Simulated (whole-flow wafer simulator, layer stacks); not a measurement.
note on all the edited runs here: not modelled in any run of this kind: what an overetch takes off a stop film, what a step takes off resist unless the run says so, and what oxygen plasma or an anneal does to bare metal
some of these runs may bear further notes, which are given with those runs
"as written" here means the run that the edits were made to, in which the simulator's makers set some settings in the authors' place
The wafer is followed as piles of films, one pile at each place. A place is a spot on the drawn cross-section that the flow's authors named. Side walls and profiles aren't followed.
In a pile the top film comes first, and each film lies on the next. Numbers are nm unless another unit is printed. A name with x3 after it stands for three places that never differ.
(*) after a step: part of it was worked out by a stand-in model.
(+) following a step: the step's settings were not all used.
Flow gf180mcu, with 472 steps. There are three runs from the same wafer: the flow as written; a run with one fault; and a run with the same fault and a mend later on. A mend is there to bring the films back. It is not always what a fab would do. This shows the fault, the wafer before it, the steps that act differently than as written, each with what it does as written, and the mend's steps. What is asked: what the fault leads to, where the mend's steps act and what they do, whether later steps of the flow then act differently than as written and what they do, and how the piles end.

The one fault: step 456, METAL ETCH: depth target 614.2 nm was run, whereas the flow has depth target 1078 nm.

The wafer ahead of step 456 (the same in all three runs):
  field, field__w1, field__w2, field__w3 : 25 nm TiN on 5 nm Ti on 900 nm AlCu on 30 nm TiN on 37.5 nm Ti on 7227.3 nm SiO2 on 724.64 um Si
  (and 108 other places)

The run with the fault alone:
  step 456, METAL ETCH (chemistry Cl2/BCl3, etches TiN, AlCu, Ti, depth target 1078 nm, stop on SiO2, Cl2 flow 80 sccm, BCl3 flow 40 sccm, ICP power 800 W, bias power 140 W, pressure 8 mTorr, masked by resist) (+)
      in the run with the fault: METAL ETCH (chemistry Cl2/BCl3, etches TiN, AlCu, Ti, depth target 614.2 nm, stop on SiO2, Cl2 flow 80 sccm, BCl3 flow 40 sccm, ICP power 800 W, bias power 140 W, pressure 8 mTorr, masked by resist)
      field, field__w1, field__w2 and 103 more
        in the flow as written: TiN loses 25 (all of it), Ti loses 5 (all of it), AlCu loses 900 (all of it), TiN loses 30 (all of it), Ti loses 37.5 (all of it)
        in the run with the fault: TiN loses 25 (all of it), Ti loses 5 (all of it), AlCu loses 584.2
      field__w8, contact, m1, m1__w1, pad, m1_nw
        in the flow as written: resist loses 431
        in the run with the fault: resist loses 245.7
  Later steps of the flow acting differently than as written:
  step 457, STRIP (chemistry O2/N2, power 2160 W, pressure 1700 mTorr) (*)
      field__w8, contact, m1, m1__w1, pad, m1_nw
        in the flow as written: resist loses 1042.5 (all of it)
        in the run with the fault: resist loses 1227.8 (all of it)
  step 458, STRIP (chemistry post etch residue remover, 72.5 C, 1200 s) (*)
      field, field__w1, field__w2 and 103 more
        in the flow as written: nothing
        in the run with the fault: AlCu loses 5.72
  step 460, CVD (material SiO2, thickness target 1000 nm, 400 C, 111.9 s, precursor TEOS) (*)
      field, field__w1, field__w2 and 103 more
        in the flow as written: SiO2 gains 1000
        in the run with the fault: SiO2 gains 1000 (new film)
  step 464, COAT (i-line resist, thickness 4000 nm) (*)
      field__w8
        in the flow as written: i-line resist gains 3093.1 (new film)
        in the run with the fault: i-line resist gains 3430 (new film)
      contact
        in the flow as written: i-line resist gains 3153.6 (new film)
        in the run with the fault: i-line resist gains 3460.4 (new film)
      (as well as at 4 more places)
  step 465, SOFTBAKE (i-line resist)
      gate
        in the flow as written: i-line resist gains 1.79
        in the run with the fault: i-line resist loses 0.79
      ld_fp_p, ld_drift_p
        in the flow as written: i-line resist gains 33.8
        in the run with the fault: i-line resist gains 18
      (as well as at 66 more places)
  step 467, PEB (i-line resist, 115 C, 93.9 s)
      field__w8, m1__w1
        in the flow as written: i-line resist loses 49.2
        in the run with the fault: i-line resist loses 56.1
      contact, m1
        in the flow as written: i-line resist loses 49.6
        in the run with the fault: i-line resist loses 56.3
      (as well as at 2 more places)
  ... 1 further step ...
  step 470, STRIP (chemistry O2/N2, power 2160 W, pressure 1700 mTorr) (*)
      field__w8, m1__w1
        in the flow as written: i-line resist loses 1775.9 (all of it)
        in the run with the fault: i-line resist loses 2137.9 (all of it)
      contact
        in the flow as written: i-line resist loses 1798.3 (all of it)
        in the run with the fault: i-line resist loses 2149.4 (all of it)
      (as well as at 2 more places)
  The piles end different from the flow's at field, field__w1, field__w2 and 103 more by more than 2% or 0.5 nm, whichever is larger.
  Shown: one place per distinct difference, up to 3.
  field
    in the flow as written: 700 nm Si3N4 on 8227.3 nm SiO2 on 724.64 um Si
    in the run with the fault: 700 nm Si3N4 on 1000 nm SiO2 on 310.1 nm AlCu on 30 nm TiN on 37.5 nm Ti on 7227.3 nm SiO2 on 724.64 um Si
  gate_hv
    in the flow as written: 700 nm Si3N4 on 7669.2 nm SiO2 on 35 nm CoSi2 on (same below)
    in the run with the fault: 700 nm Si3N4 on 1000 nm SiO2 on 310.1 nm AlCu on 30 nm TiN on 37.5 nm Ti on 6669.2 nm SiO2 on 35 nm CoSi2 on (same below)
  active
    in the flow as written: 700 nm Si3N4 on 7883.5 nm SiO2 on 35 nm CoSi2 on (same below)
    in the run with the fault: 700 nm Si3N4 on 1000 nm SiO2 on 310.1 nm AlCu on 30 nm TiN on 37.5 nm Ti on 6883.5 nm SiO2 on 35 nm CoSi2 on (same below)

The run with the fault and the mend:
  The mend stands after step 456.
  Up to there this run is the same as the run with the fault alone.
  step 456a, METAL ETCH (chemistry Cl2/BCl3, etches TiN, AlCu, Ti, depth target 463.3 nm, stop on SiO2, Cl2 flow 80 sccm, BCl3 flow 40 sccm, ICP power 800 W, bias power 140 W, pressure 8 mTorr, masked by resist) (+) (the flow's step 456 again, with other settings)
      field, field__w1, field__w2 and 103 more
        AlCu loses 315.8 (all of it), TiN loses 30 (all of it), Ti loses 37.5 (all of it)
      field__w8, contact, m1, m1__w1, pad, m1_nw
        resist loses 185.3
  Every later step of the flow that is run acts as written at every place that is followed.
  The piles end the same as the flow's at every place that both follow.
